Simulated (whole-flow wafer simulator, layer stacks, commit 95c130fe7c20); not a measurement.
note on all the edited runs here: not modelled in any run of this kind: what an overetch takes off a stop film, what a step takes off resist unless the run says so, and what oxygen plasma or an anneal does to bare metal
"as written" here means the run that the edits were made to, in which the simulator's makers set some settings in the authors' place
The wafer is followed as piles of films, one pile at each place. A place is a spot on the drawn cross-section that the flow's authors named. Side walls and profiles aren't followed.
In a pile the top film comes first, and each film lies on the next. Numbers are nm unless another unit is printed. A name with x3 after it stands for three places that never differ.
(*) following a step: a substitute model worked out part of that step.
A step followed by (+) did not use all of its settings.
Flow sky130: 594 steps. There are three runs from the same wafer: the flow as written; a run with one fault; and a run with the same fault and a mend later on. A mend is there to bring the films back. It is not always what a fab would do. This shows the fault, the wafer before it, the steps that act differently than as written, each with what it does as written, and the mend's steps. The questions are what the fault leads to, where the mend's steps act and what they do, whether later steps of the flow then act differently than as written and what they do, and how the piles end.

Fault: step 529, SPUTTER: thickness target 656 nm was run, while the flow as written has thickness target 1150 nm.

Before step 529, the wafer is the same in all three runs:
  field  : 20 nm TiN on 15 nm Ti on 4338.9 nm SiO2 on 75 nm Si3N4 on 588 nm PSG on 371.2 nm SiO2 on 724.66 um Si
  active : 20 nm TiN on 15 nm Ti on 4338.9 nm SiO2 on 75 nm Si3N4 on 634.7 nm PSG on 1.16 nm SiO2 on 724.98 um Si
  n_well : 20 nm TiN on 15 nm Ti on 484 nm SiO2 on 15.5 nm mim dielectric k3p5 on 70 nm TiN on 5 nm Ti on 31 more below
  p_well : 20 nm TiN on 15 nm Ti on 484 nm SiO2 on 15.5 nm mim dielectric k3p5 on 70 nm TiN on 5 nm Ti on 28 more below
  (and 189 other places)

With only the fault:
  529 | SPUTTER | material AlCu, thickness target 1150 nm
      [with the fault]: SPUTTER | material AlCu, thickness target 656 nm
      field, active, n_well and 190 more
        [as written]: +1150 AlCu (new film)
        [with the fault]: +656 AlCu (new film)
  Steps further on in the flow that do not act as written (not shown: 2 more steps that differ only slightly, by at most 2% or 0.5 nm, whichever is larger):
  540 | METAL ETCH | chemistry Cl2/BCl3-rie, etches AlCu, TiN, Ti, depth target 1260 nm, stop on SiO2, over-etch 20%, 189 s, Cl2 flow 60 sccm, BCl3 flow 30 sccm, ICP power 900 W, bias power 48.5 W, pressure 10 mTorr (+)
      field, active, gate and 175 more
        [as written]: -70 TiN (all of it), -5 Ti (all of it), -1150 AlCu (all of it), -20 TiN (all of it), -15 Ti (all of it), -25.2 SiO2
        [with the fault]: -70 TiN (all of it), -5 Ti (all of it), -656 AlCu (all of it), -20 TiN (all of it), -15 Ti (all of it), -74.6 SiO2
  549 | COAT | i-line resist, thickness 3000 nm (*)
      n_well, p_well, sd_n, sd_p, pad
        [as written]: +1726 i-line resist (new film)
        [with the fault]: +2167 i-line resist (new film)
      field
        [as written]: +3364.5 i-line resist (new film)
        [with the fault]: +3234.5 i-line resist (new film)
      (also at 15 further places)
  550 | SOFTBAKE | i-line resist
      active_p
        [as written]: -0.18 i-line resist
        [with the fault]: +0.67 i-line resist
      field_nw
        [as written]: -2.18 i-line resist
        [with the fault]: +0.88 i-line resist
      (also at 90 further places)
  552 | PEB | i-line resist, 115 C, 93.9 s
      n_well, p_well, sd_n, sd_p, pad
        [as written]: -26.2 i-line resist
        [with the fault]: -33.7 i-line resist
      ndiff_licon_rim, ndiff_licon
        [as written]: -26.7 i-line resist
        [with the fault]: -34 i-line resist
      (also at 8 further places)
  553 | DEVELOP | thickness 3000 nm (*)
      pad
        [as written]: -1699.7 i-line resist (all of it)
        [with the fault]: -2133.2 i-line resist (all of it)
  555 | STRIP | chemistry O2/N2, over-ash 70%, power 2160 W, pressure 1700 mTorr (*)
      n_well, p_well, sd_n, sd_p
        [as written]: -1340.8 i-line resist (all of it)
        [with the fault]: -1774.3 i-line resist (all of it)
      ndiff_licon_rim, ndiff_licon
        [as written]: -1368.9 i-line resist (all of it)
        [with the fault]: -1791.3 i-line resist (all of it)
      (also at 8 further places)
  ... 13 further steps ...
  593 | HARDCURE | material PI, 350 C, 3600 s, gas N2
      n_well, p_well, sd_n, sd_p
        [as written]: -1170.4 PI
        [with the fault]: -1201.7 PI
  By the end, the piles at n_well, p_well, gate_hv and 108 more depart from the flow's by more than 2% or 0.5 nm, whichever is larger.
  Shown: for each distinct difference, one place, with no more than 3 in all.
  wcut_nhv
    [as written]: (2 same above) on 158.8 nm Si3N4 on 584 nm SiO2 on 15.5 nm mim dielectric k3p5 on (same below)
    [with the fault]: (2 same above) on 158.8 nm Si3N4 on 534.6 nm SiO2 on 15.5 nm mim dielectric k3p5 on (same below)
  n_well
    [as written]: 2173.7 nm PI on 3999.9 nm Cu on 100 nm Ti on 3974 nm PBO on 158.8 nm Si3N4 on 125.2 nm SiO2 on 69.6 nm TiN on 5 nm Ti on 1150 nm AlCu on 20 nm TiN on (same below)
    [with the fault]: 2231.8 nm PI on 3999.9 nm Cu on 100 nm Ti on 4329.1 nm PBO on 158.8 nm Si3N4 on 125.2 nm SiO2 on 69.6 nm TiN on 5 nm Ti on 656 nm AlCu on 20 nm TiN on (same below)
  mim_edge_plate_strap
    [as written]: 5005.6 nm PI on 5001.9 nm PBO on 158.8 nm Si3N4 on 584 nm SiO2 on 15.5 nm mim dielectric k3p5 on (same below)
    [with the fault]: 5005.9 nm PI on 5001.2 nm PBO on 158.8 nm Si3N4 on 534.6 nm SiO2 on 15.5 nm mim dielectric k3p5 on (same below)

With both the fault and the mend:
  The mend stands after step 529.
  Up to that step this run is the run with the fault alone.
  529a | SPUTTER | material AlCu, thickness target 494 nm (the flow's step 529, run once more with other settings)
      field, active, n_well and 190 more
        +494 AlCu
  None of the later steps of the flow acts differently than as written at any place that is followed.
  At every place that both follow, the piles at the end match the flow's.
